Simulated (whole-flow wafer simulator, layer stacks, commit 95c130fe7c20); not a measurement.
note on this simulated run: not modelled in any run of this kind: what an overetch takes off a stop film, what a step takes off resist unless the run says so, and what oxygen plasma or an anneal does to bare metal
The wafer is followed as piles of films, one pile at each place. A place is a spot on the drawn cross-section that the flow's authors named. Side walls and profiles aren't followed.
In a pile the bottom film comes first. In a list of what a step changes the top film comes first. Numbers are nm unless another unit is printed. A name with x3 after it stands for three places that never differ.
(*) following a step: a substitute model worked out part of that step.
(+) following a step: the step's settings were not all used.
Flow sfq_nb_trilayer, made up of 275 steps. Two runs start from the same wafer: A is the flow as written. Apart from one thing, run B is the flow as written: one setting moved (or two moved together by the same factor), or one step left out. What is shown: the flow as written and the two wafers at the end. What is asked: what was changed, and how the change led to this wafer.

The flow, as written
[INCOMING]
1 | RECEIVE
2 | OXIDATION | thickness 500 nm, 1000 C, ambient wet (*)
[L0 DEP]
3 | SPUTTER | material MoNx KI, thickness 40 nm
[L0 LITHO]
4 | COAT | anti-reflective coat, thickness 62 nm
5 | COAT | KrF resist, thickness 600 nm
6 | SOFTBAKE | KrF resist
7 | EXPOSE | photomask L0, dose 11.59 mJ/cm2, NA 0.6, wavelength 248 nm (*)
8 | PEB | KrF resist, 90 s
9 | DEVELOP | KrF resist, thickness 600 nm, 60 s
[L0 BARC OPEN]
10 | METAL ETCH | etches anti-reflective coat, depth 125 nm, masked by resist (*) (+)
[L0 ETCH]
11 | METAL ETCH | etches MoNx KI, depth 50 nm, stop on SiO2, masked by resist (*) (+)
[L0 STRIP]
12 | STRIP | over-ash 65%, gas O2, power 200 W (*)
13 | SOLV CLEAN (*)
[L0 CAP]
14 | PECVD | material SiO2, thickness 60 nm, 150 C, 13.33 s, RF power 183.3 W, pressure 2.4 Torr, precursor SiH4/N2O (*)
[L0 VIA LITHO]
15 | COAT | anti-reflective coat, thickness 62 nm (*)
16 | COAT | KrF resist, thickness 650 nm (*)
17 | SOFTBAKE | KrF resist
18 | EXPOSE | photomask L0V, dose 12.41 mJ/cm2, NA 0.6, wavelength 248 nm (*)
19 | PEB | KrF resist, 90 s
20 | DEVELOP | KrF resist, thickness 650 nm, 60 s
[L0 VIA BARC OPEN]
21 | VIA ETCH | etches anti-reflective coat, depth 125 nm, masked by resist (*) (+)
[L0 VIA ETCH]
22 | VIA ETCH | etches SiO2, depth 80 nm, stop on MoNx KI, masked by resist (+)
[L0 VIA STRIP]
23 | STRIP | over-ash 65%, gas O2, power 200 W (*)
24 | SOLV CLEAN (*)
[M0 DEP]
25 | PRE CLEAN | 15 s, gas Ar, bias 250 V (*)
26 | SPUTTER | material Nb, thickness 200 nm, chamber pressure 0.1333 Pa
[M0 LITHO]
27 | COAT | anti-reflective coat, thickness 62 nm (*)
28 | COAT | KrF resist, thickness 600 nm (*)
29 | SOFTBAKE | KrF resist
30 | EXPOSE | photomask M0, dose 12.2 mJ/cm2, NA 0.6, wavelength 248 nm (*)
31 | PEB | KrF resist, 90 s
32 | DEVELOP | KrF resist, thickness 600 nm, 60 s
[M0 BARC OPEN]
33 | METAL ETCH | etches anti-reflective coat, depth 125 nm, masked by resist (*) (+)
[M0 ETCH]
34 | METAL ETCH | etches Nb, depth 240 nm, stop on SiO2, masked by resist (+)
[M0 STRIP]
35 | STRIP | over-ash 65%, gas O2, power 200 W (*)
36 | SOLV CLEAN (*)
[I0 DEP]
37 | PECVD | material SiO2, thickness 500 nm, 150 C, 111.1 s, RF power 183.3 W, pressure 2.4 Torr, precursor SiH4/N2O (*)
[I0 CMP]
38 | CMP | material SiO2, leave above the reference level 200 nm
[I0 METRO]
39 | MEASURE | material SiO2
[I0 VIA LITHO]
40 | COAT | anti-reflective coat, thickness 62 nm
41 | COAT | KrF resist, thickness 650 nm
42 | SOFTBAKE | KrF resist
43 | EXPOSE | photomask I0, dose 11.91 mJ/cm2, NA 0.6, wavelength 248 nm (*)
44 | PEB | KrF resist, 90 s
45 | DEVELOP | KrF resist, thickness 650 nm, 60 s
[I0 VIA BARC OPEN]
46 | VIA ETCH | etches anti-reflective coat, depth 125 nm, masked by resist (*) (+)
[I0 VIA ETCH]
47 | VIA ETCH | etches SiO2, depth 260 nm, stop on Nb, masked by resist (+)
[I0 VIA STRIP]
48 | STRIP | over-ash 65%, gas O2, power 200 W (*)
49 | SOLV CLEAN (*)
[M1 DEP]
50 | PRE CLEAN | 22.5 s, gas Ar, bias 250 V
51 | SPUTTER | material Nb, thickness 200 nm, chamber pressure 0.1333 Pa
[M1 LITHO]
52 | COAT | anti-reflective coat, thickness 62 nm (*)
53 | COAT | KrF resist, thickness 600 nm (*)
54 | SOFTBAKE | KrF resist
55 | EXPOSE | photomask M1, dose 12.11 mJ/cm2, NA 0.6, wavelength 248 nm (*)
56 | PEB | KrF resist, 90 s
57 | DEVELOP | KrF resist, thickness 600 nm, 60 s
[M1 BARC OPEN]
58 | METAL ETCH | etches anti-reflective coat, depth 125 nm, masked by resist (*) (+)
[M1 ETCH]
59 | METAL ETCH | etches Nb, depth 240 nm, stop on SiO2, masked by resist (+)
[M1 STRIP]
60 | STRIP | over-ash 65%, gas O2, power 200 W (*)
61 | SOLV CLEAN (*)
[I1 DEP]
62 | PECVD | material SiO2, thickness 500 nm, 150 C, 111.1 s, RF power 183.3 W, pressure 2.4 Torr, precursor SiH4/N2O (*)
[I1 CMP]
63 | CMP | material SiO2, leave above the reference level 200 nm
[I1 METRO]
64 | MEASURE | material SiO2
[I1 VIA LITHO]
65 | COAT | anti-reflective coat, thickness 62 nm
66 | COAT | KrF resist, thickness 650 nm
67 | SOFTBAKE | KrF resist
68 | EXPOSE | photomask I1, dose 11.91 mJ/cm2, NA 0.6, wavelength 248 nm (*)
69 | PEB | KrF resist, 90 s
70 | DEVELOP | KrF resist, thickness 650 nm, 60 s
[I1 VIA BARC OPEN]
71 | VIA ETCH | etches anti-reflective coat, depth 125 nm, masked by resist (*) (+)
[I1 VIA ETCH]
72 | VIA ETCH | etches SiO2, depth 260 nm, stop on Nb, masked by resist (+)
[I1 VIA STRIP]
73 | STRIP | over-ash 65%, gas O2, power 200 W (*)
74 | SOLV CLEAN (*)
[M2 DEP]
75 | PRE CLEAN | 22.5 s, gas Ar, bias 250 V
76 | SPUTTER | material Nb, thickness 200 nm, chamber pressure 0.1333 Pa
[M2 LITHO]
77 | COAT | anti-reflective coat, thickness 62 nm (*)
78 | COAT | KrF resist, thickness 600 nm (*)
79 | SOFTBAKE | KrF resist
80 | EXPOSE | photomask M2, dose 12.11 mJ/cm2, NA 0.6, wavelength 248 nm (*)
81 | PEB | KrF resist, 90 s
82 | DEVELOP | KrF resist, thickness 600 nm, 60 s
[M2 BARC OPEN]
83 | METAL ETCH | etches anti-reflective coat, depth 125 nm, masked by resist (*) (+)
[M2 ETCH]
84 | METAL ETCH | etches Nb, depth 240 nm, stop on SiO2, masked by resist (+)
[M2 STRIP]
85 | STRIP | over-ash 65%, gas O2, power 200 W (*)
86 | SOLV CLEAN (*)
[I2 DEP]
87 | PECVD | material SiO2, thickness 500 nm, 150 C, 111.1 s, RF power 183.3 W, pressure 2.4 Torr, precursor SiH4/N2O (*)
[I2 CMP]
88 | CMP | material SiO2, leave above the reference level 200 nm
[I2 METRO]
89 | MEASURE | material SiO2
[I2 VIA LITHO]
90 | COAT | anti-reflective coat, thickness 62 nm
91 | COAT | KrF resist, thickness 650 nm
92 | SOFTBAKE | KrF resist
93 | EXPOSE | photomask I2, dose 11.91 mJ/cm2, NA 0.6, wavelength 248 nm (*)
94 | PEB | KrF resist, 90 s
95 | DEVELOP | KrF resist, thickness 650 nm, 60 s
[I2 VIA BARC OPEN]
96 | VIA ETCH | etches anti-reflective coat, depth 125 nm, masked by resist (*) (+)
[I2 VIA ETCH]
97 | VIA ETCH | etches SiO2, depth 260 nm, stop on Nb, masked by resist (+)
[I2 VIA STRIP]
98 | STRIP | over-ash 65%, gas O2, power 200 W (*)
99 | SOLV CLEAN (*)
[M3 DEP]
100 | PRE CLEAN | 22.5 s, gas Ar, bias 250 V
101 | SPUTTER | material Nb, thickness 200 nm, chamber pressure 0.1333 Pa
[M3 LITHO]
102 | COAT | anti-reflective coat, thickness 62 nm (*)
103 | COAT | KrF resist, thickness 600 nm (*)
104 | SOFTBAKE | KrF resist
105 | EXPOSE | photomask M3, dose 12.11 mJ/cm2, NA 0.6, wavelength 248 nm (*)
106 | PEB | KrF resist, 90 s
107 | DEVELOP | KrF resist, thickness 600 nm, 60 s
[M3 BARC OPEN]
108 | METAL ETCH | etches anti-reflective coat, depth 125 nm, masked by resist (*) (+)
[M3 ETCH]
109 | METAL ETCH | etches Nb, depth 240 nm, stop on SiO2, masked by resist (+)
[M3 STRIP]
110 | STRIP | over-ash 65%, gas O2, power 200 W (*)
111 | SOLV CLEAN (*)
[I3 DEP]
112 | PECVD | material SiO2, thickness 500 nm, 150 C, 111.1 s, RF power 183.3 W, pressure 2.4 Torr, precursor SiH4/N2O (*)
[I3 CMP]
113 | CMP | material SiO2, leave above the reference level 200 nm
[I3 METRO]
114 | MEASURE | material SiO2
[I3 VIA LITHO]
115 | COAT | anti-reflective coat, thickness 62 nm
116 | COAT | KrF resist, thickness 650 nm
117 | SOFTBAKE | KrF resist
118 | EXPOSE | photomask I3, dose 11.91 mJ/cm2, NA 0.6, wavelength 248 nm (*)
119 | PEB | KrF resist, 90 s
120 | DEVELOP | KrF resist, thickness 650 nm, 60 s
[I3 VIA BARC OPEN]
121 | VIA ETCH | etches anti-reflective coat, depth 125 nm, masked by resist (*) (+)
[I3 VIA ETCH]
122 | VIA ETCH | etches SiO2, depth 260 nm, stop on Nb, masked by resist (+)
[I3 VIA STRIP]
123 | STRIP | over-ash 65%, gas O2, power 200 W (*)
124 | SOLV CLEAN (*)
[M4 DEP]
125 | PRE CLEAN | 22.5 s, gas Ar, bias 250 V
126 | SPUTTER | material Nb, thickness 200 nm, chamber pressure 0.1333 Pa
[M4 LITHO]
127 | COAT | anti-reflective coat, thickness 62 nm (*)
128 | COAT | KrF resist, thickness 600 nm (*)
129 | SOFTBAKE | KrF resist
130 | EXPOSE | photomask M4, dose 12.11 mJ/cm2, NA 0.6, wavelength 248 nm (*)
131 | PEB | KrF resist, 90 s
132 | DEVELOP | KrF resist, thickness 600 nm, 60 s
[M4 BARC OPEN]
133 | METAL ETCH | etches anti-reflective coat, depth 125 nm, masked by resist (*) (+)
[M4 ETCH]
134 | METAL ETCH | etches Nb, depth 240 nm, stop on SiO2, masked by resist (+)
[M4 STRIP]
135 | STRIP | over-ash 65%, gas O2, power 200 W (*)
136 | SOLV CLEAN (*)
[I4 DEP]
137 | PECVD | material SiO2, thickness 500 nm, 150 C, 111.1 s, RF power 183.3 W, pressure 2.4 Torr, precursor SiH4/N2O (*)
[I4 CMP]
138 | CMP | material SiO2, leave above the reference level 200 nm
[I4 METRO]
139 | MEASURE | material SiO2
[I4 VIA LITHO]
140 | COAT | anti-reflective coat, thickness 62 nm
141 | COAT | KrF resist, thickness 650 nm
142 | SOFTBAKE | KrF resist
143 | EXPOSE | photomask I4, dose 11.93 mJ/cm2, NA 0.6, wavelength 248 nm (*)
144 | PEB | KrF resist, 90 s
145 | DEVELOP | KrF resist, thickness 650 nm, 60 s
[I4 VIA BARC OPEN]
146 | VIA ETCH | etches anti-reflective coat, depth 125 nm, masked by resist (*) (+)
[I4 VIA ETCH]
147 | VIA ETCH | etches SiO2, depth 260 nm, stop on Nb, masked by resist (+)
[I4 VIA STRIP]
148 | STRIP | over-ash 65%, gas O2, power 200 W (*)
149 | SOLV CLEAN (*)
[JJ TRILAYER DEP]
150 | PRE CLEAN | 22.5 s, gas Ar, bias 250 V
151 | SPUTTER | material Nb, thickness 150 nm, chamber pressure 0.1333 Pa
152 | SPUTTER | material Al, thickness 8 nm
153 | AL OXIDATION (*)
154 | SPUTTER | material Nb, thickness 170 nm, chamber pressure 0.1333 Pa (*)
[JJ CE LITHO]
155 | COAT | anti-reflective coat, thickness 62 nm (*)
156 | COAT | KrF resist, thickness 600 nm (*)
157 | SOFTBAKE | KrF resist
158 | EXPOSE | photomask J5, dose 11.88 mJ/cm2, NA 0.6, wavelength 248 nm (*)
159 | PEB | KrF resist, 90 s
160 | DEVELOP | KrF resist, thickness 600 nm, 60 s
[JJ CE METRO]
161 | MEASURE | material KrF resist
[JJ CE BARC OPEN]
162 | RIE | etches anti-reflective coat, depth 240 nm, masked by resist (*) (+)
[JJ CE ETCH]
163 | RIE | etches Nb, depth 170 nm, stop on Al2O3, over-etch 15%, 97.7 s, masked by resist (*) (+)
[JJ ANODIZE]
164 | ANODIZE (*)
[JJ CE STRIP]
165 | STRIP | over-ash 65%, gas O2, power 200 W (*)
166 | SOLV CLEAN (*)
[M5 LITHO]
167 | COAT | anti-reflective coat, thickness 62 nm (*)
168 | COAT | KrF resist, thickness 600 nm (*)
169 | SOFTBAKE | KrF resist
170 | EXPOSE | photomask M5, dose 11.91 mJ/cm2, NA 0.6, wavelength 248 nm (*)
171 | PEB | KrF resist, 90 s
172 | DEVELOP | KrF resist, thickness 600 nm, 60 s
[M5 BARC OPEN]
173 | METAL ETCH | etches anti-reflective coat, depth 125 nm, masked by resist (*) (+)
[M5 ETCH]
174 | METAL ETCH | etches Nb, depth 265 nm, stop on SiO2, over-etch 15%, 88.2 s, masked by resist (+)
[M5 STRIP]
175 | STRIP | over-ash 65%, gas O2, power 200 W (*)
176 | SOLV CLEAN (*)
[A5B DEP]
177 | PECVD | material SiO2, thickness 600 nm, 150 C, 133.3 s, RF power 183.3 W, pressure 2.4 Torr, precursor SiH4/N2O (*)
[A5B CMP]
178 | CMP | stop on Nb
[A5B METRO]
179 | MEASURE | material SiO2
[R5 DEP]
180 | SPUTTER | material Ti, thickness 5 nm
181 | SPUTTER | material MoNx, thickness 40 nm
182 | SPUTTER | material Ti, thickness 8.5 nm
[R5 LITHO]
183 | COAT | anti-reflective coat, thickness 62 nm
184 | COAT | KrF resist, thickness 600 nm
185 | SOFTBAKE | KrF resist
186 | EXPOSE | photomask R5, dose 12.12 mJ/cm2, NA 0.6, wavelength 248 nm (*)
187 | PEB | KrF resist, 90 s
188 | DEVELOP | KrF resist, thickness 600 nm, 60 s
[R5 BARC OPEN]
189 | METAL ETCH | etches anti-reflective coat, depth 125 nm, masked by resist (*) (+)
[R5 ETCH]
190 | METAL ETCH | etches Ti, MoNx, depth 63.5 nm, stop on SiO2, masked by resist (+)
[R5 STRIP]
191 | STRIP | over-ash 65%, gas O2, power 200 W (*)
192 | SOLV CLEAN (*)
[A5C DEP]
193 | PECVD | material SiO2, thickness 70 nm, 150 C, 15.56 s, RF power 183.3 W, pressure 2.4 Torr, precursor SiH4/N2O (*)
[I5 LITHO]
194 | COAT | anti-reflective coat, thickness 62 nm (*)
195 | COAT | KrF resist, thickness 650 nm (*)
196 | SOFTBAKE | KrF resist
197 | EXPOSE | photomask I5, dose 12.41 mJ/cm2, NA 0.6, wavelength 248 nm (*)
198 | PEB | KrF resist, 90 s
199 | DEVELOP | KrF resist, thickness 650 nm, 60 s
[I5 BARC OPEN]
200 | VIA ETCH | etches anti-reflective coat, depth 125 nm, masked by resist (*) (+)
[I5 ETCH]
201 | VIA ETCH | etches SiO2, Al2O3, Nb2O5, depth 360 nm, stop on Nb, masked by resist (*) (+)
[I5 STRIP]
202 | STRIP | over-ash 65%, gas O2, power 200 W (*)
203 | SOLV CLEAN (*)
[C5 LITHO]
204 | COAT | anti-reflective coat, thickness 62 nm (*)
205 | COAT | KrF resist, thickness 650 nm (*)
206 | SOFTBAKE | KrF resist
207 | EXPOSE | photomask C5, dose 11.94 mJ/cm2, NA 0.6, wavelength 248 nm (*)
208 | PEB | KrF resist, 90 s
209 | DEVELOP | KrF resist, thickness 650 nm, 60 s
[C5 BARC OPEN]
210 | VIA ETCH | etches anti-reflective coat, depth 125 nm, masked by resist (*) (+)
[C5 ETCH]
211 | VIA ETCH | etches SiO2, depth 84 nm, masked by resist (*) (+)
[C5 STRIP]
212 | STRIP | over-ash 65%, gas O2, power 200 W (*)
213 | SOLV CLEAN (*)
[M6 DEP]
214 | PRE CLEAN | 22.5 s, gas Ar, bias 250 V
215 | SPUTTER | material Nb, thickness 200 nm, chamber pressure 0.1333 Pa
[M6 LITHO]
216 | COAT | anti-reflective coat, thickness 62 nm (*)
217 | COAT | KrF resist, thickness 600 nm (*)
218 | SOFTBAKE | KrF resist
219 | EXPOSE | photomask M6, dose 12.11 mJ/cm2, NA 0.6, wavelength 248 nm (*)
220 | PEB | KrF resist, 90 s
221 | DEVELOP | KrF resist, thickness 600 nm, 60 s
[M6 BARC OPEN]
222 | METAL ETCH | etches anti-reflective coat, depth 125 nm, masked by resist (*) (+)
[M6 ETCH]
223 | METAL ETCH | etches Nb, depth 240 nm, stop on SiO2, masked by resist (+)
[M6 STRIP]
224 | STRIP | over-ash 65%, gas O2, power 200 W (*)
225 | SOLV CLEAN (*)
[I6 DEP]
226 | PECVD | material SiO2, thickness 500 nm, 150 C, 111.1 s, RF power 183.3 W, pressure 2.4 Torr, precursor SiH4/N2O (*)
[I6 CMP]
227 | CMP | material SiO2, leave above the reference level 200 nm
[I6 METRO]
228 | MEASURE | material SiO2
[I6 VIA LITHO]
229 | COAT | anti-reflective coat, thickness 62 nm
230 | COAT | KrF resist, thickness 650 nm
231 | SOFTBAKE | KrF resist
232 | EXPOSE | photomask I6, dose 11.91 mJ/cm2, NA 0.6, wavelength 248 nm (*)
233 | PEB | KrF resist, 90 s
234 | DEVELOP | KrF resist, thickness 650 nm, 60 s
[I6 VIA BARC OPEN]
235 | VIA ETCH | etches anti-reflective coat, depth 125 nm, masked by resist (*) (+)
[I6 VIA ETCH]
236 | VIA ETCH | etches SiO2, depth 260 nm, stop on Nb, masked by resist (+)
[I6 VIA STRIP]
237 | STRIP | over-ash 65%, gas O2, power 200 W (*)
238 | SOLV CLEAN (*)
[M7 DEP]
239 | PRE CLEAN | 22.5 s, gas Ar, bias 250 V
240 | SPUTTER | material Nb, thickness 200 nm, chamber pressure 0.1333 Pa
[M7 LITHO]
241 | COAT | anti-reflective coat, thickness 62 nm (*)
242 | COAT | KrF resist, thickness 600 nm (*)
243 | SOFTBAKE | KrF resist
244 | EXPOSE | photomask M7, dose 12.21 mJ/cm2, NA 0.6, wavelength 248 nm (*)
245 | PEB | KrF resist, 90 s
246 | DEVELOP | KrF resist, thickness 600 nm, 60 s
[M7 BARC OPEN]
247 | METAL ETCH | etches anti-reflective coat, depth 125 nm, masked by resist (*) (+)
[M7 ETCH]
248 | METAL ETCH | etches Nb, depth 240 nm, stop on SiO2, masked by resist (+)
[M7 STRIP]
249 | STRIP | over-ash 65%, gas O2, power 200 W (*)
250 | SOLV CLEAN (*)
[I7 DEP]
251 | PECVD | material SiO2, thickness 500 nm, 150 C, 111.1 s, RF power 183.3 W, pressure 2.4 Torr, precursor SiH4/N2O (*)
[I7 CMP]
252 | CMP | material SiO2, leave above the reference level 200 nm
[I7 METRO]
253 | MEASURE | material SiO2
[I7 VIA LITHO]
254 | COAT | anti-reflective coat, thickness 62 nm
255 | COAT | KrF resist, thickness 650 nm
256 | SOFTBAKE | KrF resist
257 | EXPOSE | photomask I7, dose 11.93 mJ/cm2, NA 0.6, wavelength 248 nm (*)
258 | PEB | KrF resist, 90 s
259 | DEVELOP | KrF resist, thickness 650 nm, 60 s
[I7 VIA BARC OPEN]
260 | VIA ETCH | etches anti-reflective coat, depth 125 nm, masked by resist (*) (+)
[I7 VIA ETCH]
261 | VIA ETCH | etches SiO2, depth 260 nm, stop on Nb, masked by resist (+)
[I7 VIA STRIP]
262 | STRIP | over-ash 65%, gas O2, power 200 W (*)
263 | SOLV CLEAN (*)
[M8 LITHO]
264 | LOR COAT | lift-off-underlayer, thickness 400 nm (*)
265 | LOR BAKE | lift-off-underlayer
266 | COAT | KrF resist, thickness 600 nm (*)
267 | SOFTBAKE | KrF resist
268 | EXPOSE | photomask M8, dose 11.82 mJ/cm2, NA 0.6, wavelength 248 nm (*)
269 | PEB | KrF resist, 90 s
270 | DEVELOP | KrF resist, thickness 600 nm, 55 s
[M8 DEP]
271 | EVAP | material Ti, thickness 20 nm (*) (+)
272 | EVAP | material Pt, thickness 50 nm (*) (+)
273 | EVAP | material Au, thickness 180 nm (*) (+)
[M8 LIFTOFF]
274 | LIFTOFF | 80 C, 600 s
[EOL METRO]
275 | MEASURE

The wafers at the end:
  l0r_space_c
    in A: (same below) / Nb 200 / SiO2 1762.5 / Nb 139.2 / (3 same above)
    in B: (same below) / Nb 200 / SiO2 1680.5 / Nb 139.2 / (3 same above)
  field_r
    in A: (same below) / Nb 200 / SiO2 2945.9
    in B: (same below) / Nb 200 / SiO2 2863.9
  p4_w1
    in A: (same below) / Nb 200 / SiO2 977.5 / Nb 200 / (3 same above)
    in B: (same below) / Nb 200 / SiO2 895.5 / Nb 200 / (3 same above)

What caused this: step 51, SPUTTER: thickness 118 nm was run, though the flow has thickness 200 nm.

How this came from the change, step by step:
  51 | SPUTTER | material Nb, thickness 200 nm, chamber pressure 0.1333 Pa
      field_l, v_sur, via_wl and 102 more: A Nb gains 200 (new film) | B Nb gains 118 (new film)
      via_w: A Nb gains 174.5 | B Nb gains 103.8
  52 | COAT | anti-reflective coat, thickness 62 nm (*)
      via_wl: A anti-reflective coat gains 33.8 (new film) | B anti-reflective coat gains 33.1 (new film)
      via_w: A anti-reflective coat gains 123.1 (new film) | B anti-reflective coat gains 119.4 (new film)
      (also at 1 further place)
  59 | METAL ETCH | etches Nb, depth 240 nm, stop on SiO2, masked by resist (+)
      field_l, be, be_sur and 79 more: A Nb loses 200 (all of it) | B Nb loses 118 (all of it)
      v_sur, via_wl, via_w and 21 more: A KrF resist loses 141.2 | B KrF resist loses 104.1
  60 | STRIP | over-ash 65%, gas O2, power 200 W (*)
      wl_j_sl, wl_jj, wl_j_sr and 13 more: A KrF resist loses 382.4 (all of it), anti-reflective coat loses 62 (all of it) | B KrF resist loses 419.4 (all of it), anti-reflective coat loses 62 (all of it)
      v_sur: A KrF resist loses 365.9 (all of it), anti-reflective coat loses 61.1 (all of it) | B KrF resist loses 403.6 (all of it), anti-reflective coat loses 60.9 (all of it)
      (also at 7 further places)
  62 | PECVD | material SiO2, thickness 500 nm, 150 C, 111.1 s, RF power 183.3 W, pressure 2.4 Torr, precursor SiH4/N2O (*)
      wl_d_sl, wl_d_sr: A SiO2 gains 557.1 | B SiO2 gains 500
      via_w: A SiO2 gains 606 (new film) | B SiO2 gains 585.9 (new film)
  63 | CMP | material SiO2, leave above the reference level 200 nm
      field_l, be, be_sur and 72 more: A SiO2 loses 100 | B SiO2 loses 182
      lsp_m, ln_m6, lsp_r, l0_sur, l0v: A SiO2 loses 94.9 | B SiO2 loses 182
      (also at 3 further places)
